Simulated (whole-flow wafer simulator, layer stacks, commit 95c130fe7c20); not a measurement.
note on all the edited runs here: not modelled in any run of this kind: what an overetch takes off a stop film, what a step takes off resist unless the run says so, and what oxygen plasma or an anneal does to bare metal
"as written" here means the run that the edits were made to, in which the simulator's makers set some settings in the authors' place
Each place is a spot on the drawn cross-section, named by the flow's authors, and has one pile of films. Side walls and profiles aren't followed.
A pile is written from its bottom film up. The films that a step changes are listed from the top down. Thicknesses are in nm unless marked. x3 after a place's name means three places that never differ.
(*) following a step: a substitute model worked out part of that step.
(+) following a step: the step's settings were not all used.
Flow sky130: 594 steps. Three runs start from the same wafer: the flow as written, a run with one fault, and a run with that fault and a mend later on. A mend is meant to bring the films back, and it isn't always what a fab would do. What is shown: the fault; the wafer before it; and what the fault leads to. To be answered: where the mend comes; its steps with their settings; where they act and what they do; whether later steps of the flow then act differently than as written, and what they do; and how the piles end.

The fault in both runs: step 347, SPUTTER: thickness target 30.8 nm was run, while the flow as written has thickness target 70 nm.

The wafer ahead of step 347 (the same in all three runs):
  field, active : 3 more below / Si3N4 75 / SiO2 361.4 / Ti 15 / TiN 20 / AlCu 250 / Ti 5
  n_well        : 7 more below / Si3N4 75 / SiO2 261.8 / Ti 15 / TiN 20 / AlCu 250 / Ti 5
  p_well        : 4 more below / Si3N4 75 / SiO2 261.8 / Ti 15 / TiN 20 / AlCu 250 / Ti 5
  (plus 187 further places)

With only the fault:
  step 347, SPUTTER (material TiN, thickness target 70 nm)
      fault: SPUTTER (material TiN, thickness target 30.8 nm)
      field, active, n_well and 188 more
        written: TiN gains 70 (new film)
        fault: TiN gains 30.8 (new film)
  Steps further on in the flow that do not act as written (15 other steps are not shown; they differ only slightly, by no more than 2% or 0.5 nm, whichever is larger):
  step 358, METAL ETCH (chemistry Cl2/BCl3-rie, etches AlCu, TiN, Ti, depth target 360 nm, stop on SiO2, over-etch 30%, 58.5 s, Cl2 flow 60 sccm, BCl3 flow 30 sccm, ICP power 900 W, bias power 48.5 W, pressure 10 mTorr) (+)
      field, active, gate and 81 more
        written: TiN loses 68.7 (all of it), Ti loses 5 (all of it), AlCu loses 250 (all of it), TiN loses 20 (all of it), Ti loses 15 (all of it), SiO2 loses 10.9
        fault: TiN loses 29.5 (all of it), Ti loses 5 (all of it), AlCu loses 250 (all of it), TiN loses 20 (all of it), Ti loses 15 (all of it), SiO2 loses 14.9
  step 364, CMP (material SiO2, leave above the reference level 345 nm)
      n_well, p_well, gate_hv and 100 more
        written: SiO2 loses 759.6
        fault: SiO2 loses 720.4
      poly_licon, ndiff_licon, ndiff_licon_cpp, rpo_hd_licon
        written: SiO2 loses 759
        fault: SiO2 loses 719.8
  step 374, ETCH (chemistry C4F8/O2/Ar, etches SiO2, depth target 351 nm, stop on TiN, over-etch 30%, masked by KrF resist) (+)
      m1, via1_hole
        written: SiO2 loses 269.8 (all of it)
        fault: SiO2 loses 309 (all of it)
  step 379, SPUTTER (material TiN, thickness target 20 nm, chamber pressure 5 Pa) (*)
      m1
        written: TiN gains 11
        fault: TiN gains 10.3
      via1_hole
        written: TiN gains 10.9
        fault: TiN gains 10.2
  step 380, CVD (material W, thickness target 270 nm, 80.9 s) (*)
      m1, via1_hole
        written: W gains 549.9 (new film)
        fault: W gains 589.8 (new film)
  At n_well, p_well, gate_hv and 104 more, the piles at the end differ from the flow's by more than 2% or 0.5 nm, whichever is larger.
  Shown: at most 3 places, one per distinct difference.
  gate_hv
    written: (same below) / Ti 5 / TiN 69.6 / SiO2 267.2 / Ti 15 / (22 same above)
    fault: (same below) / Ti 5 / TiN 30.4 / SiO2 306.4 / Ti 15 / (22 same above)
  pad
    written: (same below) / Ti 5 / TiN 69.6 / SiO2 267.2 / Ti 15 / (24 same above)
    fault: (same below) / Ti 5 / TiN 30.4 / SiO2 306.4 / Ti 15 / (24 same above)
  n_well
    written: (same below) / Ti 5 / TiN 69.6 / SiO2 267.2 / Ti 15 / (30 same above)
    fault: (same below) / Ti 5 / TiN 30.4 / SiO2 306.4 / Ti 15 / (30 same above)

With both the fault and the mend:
  The mend stands after step 347.
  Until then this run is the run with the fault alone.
  step 347a, SPUTTER (material TiN, thickness target 39.2 nm) (the flow's step 347, run once more with other settings)
      field, active, n_well and 188 more
        TiN gains 39.2
  None of the later steps of the flow acts differently than as written at any place that is followed.
  At every place that both follow, the piles at the end match the flow's.
